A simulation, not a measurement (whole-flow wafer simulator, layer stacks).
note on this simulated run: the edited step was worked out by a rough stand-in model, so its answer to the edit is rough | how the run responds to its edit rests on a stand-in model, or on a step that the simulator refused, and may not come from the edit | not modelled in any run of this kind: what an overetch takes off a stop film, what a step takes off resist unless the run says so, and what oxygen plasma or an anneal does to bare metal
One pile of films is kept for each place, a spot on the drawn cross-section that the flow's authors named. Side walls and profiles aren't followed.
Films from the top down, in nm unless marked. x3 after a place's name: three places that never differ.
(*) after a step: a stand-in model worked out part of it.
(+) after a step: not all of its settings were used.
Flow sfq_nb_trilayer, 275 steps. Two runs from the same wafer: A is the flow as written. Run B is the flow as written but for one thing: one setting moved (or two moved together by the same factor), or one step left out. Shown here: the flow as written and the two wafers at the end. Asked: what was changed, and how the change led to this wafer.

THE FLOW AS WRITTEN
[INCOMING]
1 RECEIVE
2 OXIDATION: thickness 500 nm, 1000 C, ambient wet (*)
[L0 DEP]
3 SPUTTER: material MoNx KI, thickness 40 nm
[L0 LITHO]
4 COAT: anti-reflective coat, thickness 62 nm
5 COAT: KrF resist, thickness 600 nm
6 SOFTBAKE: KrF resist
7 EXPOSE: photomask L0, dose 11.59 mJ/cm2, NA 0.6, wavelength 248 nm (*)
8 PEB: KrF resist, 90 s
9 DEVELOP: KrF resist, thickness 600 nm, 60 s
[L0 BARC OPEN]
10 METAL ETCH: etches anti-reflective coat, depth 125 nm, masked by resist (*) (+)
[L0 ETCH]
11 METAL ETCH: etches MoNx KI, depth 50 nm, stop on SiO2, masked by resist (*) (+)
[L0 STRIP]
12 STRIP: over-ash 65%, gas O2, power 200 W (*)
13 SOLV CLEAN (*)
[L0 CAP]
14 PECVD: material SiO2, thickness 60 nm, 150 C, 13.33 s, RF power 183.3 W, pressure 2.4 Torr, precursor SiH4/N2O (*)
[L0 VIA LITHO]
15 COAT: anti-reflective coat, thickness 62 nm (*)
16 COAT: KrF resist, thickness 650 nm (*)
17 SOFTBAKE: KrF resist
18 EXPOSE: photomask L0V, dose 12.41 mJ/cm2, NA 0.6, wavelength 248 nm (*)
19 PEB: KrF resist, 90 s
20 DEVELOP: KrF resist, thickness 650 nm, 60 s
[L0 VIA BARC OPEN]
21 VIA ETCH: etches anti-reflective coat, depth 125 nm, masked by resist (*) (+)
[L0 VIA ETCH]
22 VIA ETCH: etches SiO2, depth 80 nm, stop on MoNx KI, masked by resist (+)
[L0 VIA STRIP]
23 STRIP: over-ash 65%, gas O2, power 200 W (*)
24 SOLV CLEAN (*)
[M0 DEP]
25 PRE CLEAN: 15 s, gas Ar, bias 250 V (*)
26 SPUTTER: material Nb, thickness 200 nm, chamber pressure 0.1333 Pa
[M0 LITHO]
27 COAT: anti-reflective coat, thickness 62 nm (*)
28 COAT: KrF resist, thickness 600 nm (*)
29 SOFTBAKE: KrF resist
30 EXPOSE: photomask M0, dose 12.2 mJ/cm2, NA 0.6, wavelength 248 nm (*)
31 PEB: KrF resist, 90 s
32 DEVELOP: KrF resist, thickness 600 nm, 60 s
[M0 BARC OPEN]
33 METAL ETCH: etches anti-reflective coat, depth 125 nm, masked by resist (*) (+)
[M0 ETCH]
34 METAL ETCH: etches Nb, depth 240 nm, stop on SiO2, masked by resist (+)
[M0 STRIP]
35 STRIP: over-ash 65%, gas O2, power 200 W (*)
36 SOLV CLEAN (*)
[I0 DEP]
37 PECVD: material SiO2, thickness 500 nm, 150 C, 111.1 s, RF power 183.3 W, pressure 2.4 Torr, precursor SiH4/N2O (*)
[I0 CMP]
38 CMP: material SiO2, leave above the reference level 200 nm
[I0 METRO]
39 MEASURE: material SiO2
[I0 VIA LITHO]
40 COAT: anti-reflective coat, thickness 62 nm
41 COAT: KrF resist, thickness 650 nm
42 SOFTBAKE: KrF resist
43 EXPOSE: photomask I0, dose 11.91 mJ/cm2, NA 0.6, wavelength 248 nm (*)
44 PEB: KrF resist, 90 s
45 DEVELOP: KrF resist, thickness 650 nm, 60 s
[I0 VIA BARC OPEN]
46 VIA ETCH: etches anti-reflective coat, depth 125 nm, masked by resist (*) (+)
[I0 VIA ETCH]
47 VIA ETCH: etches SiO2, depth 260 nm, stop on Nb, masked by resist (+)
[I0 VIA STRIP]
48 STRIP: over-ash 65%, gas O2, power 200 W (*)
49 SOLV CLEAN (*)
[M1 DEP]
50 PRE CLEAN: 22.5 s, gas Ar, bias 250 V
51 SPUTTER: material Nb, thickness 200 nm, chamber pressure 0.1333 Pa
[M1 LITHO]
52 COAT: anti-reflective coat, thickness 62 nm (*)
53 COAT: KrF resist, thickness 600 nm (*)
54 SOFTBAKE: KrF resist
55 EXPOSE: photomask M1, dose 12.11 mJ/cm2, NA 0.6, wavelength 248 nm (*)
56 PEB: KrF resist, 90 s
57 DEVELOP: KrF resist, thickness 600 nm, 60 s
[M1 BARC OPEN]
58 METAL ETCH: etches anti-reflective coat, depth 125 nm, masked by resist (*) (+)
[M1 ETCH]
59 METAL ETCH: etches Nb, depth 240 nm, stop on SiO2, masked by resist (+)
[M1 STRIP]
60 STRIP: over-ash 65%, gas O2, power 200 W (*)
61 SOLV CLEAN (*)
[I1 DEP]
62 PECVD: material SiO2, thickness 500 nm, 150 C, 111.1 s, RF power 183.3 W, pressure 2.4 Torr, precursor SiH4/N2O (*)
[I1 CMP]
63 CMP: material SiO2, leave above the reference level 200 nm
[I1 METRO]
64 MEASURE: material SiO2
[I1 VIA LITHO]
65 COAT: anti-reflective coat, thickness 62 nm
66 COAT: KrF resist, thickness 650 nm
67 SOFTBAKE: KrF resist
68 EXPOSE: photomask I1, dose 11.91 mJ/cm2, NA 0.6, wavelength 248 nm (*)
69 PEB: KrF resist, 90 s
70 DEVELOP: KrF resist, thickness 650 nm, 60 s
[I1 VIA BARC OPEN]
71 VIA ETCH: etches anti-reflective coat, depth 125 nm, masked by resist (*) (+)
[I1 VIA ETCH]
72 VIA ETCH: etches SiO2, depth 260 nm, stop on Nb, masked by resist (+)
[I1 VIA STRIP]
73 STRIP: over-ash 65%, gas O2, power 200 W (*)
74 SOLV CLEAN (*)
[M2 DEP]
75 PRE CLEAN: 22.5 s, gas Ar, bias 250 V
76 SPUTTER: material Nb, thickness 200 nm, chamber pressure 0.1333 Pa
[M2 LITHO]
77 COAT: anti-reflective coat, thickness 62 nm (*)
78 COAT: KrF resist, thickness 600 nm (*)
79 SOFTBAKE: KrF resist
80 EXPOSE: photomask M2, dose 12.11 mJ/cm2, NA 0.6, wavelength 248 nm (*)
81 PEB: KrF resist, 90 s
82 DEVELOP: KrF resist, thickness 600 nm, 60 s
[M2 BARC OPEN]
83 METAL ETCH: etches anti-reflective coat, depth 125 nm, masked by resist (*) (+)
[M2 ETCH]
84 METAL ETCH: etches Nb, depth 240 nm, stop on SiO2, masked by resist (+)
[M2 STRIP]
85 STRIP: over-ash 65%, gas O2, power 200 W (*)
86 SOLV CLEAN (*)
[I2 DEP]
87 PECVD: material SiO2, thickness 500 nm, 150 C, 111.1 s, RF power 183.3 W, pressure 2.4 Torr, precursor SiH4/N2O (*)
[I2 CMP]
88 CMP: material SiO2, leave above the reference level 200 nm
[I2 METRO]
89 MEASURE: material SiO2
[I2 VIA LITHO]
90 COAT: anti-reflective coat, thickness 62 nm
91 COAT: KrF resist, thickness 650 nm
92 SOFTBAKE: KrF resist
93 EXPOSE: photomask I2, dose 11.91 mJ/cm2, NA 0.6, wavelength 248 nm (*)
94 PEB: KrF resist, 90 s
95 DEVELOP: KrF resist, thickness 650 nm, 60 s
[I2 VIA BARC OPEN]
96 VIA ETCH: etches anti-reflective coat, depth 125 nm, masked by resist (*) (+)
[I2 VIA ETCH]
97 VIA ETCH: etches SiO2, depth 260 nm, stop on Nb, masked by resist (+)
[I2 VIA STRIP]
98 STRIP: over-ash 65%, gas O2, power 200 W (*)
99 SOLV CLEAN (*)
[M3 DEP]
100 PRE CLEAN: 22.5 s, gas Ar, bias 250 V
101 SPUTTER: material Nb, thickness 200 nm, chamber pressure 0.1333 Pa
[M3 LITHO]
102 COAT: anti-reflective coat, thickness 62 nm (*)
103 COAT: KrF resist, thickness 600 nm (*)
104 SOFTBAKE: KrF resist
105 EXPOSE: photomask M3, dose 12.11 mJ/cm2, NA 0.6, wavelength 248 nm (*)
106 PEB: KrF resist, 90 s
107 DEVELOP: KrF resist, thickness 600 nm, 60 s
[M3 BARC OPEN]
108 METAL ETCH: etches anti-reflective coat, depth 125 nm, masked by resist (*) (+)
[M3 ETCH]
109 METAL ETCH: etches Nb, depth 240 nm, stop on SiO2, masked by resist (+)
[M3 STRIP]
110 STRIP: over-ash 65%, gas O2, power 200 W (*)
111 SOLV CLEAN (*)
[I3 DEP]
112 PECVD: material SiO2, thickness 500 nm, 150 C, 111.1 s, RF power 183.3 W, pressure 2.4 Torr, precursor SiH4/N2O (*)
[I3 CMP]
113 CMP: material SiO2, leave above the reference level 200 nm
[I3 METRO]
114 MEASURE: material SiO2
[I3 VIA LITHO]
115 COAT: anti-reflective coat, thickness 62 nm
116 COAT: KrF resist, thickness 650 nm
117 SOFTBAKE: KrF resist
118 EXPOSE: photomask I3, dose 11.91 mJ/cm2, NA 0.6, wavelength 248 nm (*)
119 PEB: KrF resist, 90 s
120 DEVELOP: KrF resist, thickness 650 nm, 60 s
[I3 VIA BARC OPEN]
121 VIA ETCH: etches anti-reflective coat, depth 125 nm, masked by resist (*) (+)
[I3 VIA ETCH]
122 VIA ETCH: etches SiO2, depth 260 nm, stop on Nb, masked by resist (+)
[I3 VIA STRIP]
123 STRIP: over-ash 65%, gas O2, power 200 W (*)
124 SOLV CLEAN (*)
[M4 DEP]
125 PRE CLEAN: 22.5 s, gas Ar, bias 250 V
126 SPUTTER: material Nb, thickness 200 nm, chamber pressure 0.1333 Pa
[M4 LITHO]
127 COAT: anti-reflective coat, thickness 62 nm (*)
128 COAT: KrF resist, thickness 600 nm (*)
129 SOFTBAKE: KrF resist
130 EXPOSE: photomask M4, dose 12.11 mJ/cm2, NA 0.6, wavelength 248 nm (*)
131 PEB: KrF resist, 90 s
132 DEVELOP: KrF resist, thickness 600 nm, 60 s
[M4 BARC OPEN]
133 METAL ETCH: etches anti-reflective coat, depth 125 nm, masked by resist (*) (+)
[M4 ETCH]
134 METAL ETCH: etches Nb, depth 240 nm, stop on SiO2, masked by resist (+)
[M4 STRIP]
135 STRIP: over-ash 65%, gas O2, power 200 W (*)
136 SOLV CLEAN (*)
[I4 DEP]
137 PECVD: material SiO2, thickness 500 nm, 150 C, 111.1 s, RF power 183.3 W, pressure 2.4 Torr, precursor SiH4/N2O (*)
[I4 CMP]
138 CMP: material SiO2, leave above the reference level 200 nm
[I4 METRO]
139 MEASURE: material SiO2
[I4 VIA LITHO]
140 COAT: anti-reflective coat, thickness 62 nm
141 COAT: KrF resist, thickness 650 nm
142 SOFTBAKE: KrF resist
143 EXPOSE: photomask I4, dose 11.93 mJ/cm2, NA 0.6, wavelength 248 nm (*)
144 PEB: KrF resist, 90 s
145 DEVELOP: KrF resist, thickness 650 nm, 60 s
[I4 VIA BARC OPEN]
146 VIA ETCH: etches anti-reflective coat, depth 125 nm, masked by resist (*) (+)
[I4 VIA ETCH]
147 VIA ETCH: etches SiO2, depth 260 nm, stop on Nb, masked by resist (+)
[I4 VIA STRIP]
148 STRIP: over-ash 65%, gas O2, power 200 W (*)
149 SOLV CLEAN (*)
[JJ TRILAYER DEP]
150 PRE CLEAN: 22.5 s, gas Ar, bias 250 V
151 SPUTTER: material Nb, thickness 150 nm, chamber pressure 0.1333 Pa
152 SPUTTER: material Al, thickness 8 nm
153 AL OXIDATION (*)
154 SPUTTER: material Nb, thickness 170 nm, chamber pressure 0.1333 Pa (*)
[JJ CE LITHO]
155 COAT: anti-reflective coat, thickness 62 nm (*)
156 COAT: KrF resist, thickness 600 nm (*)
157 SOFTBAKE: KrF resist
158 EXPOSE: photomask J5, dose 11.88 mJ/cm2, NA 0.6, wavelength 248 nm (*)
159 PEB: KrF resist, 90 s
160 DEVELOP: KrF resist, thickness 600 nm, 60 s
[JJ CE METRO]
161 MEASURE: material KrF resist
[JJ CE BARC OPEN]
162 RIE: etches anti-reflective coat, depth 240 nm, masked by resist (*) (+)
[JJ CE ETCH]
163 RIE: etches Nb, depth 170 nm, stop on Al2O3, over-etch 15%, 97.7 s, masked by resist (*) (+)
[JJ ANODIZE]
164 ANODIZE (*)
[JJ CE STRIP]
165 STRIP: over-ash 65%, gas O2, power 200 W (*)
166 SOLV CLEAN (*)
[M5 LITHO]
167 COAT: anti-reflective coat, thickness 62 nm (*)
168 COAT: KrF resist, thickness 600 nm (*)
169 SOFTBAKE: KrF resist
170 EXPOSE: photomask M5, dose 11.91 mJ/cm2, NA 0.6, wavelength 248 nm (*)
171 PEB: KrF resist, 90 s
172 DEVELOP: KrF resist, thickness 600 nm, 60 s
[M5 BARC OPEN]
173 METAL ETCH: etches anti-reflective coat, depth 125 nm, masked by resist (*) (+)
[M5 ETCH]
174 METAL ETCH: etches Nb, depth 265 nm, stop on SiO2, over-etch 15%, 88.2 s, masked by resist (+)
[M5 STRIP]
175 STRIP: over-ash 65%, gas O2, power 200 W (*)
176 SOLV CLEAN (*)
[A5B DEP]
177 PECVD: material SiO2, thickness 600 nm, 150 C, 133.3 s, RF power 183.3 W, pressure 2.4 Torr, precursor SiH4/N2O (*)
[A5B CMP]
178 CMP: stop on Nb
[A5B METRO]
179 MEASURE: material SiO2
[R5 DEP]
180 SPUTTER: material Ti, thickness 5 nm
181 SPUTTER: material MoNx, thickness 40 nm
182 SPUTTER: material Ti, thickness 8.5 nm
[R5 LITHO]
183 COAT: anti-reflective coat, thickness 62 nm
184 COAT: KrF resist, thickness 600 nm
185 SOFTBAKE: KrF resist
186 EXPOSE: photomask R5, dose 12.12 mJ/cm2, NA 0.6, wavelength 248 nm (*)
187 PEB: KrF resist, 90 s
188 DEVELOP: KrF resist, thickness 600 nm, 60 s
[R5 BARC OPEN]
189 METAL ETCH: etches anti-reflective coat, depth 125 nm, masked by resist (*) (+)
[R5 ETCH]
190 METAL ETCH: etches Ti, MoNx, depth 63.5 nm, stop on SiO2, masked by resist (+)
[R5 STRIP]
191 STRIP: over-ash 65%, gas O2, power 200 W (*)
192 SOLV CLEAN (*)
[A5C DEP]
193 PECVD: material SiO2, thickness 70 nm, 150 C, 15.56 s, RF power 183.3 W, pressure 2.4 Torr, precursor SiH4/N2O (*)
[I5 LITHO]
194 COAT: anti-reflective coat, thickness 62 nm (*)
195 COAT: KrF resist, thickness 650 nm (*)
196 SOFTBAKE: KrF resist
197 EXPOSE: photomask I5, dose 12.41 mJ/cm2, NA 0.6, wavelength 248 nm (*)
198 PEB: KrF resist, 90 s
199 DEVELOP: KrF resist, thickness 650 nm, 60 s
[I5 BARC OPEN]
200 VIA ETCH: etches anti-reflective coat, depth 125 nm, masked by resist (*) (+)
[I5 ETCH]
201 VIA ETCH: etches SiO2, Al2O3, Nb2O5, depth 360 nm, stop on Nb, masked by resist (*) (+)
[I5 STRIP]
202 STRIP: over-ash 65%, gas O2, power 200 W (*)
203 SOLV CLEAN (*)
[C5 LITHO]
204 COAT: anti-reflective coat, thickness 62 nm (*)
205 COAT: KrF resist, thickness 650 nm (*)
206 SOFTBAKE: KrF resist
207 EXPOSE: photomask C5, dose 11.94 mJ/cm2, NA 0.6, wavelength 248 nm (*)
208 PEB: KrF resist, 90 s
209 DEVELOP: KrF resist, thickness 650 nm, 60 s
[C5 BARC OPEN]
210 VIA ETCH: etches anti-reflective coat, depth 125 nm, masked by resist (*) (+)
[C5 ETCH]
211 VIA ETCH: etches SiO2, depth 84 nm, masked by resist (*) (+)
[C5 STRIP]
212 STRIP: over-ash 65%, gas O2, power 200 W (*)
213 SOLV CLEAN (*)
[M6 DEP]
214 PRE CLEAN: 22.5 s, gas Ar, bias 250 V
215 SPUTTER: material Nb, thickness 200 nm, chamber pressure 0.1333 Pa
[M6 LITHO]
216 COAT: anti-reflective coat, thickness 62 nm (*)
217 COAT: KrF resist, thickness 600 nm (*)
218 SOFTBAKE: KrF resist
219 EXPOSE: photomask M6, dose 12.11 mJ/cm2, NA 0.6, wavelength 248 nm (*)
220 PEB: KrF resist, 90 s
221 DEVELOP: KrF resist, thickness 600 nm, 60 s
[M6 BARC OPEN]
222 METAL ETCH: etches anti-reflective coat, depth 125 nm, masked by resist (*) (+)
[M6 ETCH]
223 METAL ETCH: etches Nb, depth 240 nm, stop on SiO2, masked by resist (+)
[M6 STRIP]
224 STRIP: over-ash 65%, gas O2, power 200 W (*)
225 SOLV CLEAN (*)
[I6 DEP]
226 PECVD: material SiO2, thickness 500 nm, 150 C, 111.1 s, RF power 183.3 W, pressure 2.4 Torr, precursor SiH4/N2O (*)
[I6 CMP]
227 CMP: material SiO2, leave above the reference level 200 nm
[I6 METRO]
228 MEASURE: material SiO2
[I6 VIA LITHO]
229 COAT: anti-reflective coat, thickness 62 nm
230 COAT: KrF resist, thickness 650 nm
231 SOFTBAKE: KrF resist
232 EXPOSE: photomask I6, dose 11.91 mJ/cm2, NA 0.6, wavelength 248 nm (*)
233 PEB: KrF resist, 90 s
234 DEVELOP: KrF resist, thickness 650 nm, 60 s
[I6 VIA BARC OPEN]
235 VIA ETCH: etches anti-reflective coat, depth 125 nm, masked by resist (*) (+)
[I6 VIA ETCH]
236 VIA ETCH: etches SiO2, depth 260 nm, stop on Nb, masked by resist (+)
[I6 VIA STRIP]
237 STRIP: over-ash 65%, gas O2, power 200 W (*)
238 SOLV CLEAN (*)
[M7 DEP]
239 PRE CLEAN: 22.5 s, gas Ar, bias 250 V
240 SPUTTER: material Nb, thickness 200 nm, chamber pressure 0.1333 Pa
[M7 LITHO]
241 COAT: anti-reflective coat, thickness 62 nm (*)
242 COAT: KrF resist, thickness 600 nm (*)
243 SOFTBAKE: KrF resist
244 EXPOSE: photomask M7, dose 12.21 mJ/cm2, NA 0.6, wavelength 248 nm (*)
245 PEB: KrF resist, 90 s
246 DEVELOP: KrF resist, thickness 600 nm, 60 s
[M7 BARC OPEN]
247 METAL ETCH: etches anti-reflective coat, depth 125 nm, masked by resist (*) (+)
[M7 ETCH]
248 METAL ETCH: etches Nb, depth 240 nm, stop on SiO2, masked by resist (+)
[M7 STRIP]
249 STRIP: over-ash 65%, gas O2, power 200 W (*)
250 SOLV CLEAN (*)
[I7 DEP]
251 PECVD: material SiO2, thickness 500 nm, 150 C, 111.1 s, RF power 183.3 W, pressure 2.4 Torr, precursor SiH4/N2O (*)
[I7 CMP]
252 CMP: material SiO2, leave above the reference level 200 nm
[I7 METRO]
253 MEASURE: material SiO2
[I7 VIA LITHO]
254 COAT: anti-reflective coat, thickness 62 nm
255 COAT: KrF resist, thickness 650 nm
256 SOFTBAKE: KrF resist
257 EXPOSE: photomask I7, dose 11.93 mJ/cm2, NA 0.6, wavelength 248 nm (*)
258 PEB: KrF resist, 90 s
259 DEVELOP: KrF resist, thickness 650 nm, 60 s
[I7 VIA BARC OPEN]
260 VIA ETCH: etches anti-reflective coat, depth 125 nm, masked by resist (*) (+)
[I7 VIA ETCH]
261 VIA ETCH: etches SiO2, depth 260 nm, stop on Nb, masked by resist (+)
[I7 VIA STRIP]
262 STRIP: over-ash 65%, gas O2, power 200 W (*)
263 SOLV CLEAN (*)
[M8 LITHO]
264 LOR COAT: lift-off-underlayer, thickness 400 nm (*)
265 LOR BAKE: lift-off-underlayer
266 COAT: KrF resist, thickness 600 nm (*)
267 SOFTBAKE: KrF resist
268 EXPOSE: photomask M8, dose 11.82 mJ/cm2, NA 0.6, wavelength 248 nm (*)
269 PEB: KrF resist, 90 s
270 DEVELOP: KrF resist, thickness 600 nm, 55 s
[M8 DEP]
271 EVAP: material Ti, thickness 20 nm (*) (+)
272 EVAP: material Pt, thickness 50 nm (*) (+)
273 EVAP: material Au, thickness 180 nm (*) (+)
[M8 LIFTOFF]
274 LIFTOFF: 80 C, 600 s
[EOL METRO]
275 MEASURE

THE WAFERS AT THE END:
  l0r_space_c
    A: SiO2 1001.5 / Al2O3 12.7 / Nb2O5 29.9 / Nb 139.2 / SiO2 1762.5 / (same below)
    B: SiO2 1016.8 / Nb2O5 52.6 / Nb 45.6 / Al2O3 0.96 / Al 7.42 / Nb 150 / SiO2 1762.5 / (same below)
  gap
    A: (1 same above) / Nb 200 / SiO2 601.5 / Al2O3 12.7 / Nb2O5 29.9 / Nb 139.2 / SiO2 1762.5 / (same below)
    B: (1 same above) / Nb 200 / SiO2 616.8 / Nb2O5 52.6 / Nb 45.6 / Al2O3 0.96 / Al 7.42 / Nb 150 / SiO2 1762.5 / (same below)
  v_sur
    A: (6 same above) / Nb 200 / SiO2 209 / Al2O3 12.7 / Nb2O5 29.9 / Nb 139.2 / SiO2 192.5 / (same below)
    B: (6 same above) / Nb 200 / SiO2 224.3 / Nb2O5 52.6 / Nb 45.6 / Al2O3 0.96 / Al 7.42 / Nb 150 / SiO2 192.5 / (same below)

The cause: step 154, SPUTTER: thickness 260 nm was run, where the flow has thickness 170 nm.

How the change led to this, step by step:
  154 SPUTTER: material Nb, thickness 170 nm, chamber pressure 0.1333 Pa (*)
      field_l, v_sur, via_sp and 100 more: A Nb +170 (new film) | B Nb +260 (new film)
      via_wl, via_wr: A Nb +140.7 (new film) | B Nb +216 (new film)
      (and at 1 more place)
  155 COAT: anti-reflective coat, thickness 62 nm (*)
      via_wl, via_wr: A anti-reflective coat +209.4 (new film) | B anti-reflective coat +237.3 (new film)
      via_w: A anti-reflective coat +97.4 (new film) | B anti-reflective coat +106.8 (new film)
  162 RIE: etches anti-reflective coat, depth 240 nm, masked by resist (*) (+)
      ce_l, c5j, ce_r, wl_jj: A KrF resist -209.4 | B KrF resist -237.3
      via_wl, via_wr: A anti-reflective coat -209.4 (all of it) | B anti-reflective coat -237.3 (all of it)
      (and at 1 more place)
  163 RIE: etches Nb, depth 170 nm, stop on Al2O3, over-etch 15%, 97.7 s, masked by resist (*) (+)
      field_l, v_sur, via_sp and 96 more: A Nb -170 (all of it), Al2O3 -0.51 | B Nb -195.5
      via_wl, via_wr: A Nb -140.7 (all of it), Al2O3 -0.96 (all of it) | B Nb -195.5
      (and at 1 more place)
  164 ANODIZE (*)
      field_l, v_sur, via_sp and 96 more: A Al2O3 +12.2, Nb2O5 +29.9 (new film), Al -7.42 (all of it), Nb -10.8 | B Nb2O5 +52.6 (new film), Nb -18.9
      via_wl, via_wr: A Al2O3 +7.52 (new film), Nb2O5 +39.2 (new film), Al -4.56 (all of it), Nb -14.1 | B Nb2O5 +52.6 (new film), Nb -18.9
      (and at 1 more place)
  165 STRIP: over-ash 65%, gas O2, power 200 W (*)
      ce_l: A KrF resist -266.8 (all of it), anti-reflective coat -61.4 (all of it) | B KrF resist -238.8 (all of it), anti-reflective coat -61.4 (all of it)
      c5j: A KrF resist -266.9 (all of it), anti-reflective coat -61.5 (all of it) | B KrF resist -238.9 (all of it), anti-reflective coat -61.5 (all of it)
      (and at 2 more places)
  167 COAT: anti-reflective coat, thickness 62 nm (*)
      wl_j_sl, wl_j_sr: A anti-reflective coat +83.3 (new film) | B anti-reflective coat +85.4 (new film)
      via_wl: A anti-reflective coat +170.5 (new film) | B anti-reflective coat +232.1 (new film)
      (and at 8 more places)
  168 COAT: KrF resist, thickness 600 nm (*)
      via_wl: A KrF resist +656 (new film) | B KrF resist +637.5 (new film)
      via_w: A KrF resist +732.6 (new film) | B KrF resist +754.7 (new film)
      (and at 1 more place)
  174 METAL ETCH: etches Nb, depth 265 nm, stop on SiO2, over-etch 15%, 88.2 s, masked by resist (+)
      field_l, r_sur, res and 50 more: A Al2O3 -12.6 (all of it), Nb2O5 -29.9 (all of it), Nb -139.2 (all of it), SiO2 -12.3 | B Nb2O5 -52.6 (all of it), Nb -45.6 (all of it), Al2O3 -0.96 (all of it), Al -7.42 (all of it), Nb -150 (all of it)
  175 STRIP: over-ash 65%, gas O2, power 200 W (*)
      via_wl: A KrF resist -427 (all of it), anti-reflective coat -170.5 (all of it) | B KrF resist -408.6 (all of it), anti-reflective coat -232.1 (all of it)
      via_w: A KrF resist -503.5 (all of it), anti-reflective coat -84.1 (all of it) | B KrF resist -525.5 (all of it), anti-reflective coat -100.5 (all of it)
      (and at 9 more places)
  177 PECVD: material SiO2, thickness 600 nm, 150 C, 133.3 s, RF power 183.3 W, pressure 2.4 Torr, precursor SiH4/N2O (*)
      via_wl, via_wr: A SiO2 +600 (new film) | B SiO2 +664.8 (new film)
      via_w: A SiO2 +600 (new film) | B SiO2 +662.3 (new film)
  178 CMP: stop on Nb
      v_sur, via_sp, via_v and 43 more: A SiO2 -453.5 | B SiO2 -438.2
      field_l, p4_fl, p4_fm and 39 more: A SiO2 -259.3 | B SiO2 -181.6
      (and at 11 more places)
  201 VIA ETCH: etches SiO2, Al2O3, Nb2O5, depth 360 nm, stop on Nb, masked by resist (*) (+)
      be: A SiO2 -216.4 (all of it), Al2O3 -12.7 (all of it), Nb2O5 -29.9 (all of it) | B SiO2 -231.6 (all of it), Nb2O5 -52.6 (all of it)
  204 COAT: anti-reflective coat, thickness 62 nm (*)
      be: A anti-reflective coat +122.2 (new film) | B anti-reflective coat +125.9 (new film)
  205 COAT: KrF resist, thickness 650 nm (*)
      be: A KrF resist +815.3 (new film) | B KrF resist +833.4 (new film)
  212 STRIP: over-ash 65%, gas O2, power 200 W (*)
      be: A KrF resist -728.2 (all of it), anti-reflective coat -122.2 (all of it) | B KrF resist -746.2 (all of it), anti-reflective coat -125.9 (all of it)
  ... 4 more steps ...
  226 PECVD: material SiO2, thickness 500 nm, 150 C, 111.1 s, RF power 183.3 W, pressure 2.4 Torr, precursor SiH4/N2O (*)
      be: A SiO2 +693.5 (new film) | B SiO2 +724.4 (new film)
Counting metal films that touch as one body, l0r_space_c has 3 bodies (between them, from the top down: Al2O3 0.96; SiO2 1762.5); the flow as written gives 2 bodies (between them, from the top down: SiO2 1762.5).
Counting metal films that touch as one body, gap has 4 bodies (between them, from the top down: SiO2 616.8 / Nb2O5 52.6; Al2O3 0.96; SiO2 1762.5); the flow as written gives 3 bodies (between them, from the top down: SiO2 601.5 / Al2O3 12.7 / Nb2O5 29.9; SiO2 1762.5).
Counting metal films that touch as one body, v_sur has 10 bodies (between them, from the top down: SiO2 200; SiO2 192.5; SiO2 224.3 / Nb2O5 52.6; Al2O3 0.96; SiO2 192.5; SiO2 192.5; SiO2 192.5; SiO2 192.5; SiO2 192.5); the flow as written gives 9 bodies (between them, from the top down: SiO2 200; SiO2 192.5; SiO2 209 / Al2O3 12.7 / Nb2O5 29.9; SiO2 192.5; SiO2 192.5; SiO2 192.5; SiO2 192.5; SiO2 192.5).
